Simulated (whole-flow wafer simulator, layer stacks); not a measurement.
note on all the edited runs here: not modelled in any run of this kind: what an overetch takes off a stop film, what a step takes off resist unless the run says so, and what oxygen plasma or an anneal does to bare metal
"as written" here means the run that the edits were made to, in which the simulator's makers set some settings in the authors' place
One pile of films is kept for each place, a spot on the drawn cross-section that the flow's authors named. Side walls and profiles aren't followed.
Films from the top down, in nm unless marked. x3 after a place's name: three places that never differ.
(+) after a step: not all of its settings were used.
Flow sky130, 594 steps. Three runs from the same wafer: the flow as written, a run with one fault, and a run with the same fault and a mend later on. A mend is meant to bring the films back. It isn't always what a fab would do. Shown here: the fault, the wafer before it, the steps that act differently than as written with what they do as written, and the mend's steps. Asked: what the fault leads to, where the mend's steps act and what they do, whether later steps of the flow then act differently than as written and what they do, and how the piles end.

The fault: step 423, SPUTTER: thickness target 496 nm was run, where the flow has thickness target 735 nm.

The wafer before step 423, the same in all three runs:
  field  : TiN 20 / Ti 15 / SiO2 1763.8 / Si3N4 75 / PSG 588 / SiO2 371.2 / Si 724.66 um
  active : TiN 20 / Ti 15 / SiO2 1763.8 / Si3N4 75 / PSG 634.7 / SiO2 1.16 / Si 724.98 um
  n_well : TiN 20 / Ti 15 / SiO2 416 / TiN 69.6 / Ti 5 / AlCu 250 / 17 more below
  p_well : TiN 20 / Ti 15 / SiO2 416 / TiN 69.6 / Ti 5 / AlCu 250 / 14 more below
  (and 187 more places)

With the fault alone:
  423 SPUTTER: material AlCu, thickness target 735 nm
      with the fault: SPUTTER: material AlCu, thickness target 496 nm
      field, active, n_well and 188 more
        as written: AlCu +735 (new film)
        with the fault: AlCu +496 (new film)
  Later steps of the flow that act differently than as written (6 more steps differ only slightly, by at most 2% or 0.5 nm, whichever is larger, and aren't shown):
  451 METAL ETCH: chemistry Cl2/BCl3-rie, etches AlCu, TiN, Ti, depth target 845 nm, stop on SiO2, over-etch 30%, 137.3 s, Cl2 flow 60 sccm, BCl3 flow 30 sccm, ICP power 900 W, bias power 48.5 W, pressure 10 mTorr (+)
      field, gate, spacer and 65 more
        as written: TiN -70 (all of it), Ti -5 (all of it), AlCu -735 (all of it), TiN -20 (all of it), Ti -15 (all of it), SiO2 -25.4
        with the fault: TiN -70 (all of it), Ti -5 (all of it), AlCu -496 (all of it), TiN -20 (all of it), Ti -15 (all of it), SiO2 -49.2
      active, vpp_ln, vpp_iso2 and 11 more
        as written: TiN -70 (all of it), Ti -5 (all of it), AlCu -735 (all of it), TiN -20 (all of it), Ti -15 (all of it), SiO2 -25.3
        with the fault: TiN -70 (all of it), Ti -5 (all of it), AlCu -496 (all of it), TiN -20 (all of it), Ti -15 (all of it), SiO2 -49.2
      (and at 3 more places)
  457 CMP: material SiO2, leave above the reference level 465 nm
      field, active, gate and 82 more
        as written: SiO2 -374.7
        with the fault: SiO2 -589.8
  At the end the piles differ from the flow's by more than 2% or 0.5 nm, whichever is larger, at field, active, n_well and 190 more.
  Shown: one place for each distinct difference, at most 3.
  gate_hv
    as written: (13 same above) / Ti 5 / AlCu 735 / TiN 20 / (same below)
    with the fault: (13 same above) / Ti 5 / AlCu 496 / TiN 20 / (same below)
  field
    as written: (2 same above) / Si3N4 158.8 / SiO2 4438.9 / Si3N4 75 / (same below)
    with the fault: (2 same above) / Si3N4 158.8 / SiO2 4199.9 / Si3N4 75 / (same below)
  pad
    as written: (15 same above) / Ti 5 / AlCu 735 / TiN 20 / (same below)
    with the fault: (15 same above) / Ti 5 / AlCu 496 / TiN 20 / (same below)

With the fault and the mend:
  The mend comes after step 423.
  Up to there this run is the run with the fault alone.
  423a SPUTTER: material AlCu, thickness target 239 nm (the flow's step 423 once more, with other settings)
      field, active, n_well and 188 more
        AlCu +239
  No later step of the flow acts differently than as written at any place that is followed.
  At the end the piles are the same as the flow's at every place that both follow.
